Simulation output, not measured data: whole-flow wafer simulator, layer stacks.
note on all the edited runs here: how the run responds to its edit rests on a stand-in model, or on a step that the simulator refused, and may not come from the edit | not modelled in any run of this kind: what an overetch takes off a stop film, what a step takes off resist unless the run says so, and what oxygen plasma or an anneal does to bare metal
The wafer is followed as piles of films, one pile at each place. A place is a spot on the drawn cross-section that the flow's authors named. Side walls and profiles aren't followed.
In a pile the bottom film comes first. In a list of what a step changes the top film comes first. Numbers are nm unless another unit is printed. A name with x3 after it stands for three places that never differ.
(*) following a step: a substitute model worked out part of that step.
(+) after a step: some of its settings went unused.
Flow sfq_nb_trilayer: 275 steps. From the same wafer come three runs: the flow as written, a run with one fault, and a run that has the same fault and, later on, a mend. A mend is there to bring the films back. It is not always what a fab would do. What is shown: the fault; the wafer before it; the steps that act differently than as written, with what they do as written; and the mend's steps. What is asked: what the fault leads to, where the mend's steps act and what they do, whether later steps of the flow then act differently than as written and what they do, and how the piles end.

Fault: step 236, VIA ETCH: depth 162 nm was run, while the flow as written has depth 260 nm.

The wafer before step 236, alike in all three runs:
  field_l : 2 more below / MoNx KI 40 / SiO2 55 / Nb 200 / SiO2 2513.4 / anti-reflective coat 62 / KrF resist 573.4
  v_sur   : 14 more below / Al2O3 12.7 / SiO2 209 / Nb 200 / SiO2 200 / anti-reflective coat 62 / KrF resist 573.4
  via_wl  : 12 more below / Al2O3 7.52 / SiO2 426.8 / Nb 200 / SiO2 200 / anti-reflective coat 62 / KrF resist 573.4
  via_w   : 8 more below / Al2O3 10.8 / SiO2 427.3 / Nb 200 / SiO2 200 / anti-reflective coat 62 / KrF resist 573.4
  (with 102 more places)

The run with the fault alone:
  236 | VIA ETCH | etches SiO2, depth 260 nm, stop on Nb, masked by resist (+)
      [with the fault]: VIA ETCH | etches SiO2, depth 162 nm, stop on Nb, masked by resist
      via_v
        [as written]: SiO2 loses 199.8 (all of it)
        [with the fault]: SiO2 loses 162
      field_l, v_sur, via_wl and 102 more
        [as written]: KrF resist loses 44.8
        [with the fault]: KrF resist loses 27.9
  Later steps of the flow acting differently than as written (2 other steps are not shown; they differ only slightly, by no more than 2% or 0.5 nm, whichever is larger):
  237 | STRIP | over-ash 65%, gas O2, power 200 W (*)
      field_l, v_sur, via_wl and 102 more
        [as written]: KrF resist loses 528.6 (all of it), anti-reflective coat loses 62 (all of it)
        [with the fault]: KrF resist loses 545.5 (all of it), anti-reflective coat loses 62 (all of it)
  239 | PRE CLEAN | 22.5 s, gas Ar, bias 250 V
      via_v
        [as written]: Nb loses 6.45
        [with the fault]: SiO2 loses 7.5
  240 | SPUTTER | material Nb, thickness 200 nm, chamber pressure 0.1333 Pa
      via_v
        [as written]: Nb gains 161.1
        [with the fault]: Nb gains 170 (new film)
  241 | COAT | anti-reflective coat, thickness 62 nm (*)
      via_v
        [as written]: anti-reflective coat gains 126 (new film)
        [with the fault]: anti-reflective coat gains 116.1 (new film)
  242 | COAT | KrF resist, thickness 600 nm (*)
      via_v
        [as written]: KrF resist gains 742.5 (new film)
        [with the fault]: KrF resist gains 712.6 (new film)
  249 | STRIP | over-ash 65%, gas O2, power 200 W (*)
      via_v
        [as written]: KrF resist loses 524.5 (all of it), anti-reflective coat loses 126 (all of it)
        [with the fault]: KrF resist loses 494.7 (all of it), anti-reflective coat loses 116.1 (all of it)
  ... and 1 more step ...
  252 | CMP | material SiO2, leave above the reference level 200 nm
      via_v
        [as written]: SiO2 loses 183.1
        [with the fault]: SiO2 loses 157.1
  At via_v, the piles at the end differ from the flow's by more than 2% or 0.5 nm, whichever is larger.
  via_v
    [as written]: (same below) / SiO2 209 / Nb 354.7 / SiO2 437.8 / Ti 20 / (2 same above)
    [with the fault]: (same below) / SiO2 209 / Nb 200 / SiO2 30.3 / Nb 170 / SiO2 392.2 / Ti 20 / (2 same above)

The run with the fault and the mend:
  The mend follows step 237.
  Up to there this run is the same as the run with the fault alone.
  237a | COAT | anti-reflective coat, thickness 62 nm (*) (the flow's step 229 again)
      p4_fl x3, p4_w1 x9, p4_g1 x2 and 63 more
        anti-reflective coat gains 62 (new film)
      res, r_end, moat and 8 more
        anti-reflective coat gains 61.8 (new film)
      ce_r, sp_r, be_r, r_sur
        anti-reflective coat gains 61.7 (new film)
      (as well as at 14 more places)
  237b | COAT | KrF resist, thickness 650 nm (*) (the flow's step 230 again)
      p4_fl x3, p4_w1 x9, p4_g1 x2 and 63 more
        KrF resist gains 650 (new film)
      moat, field_r, lsp_l, ln_m5, lsp_m, l0_sur, l0v
        KrF resist gains 649.6 (new film)
      ce_r, sp_r
        KrF resist gains 649.2 (new film)
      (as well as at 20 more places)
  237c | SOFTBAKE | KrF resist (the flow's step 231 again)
      does not change any film at any place that is followed
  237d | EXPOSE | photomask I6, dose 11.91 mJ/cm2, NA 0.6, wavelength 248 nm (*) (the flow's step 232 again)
      does not change any film at any place that is followed
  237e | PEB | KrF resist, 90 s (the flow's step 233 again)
      c5j, ce_r, sp_r and 90 more
        KrF resist loses 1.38
      field_l, v_sur, via_wl and 7 more
        KrF resist loses 1.37
      via_wr, be
        KrF resist loses 1.36
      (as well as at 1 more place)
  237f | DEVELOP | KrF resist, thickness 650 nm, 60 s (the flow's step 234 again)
      field_l, v_sur, via_wl and 102 more
        KrF resist loses 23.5
      via_v
        KrF resist loses 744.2 (all of it)
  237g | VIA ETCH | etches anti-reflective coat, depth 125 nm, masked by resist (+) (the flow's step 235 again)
      field_l, v_sur, via_wl and 102 more
        KrF resist loses 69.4
      via_v
        anti-reflective coat loses 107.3 (all of it)
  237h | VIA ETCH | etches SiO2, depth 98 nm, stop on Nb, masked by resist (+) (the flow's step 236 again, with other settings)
      field_l, v_sur, via_wl and 102 more
        KrF resist loses 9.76
      via_v
        SiO2 loses 37.8 (all of it)
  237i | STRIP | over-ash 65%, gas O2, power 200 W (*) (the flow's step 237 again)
      p4_fl x3, p4_w1 x9, p4_g1 x2 and 63 more
        KrF resist loses 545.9 (all of it), anti-reflective coat loses 62 (all of it)
      moat, field_r, lsp_l and 6 more
        KrF resist loses 545.5 (all of it), anti-reflective coat loses 61.8 (all of it)
      ce_r, sp_r
        KrF resist loses 545.1 (all of it), anti-reflective coat loses 61.7 (all of it)
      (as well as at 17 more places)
  Every later step of the flow that is run acts as written, at every place that is followed, to within 2% or 0.5 nm, whichever is larger.
  By the end, the piles equal the flow's at every place that both follow.
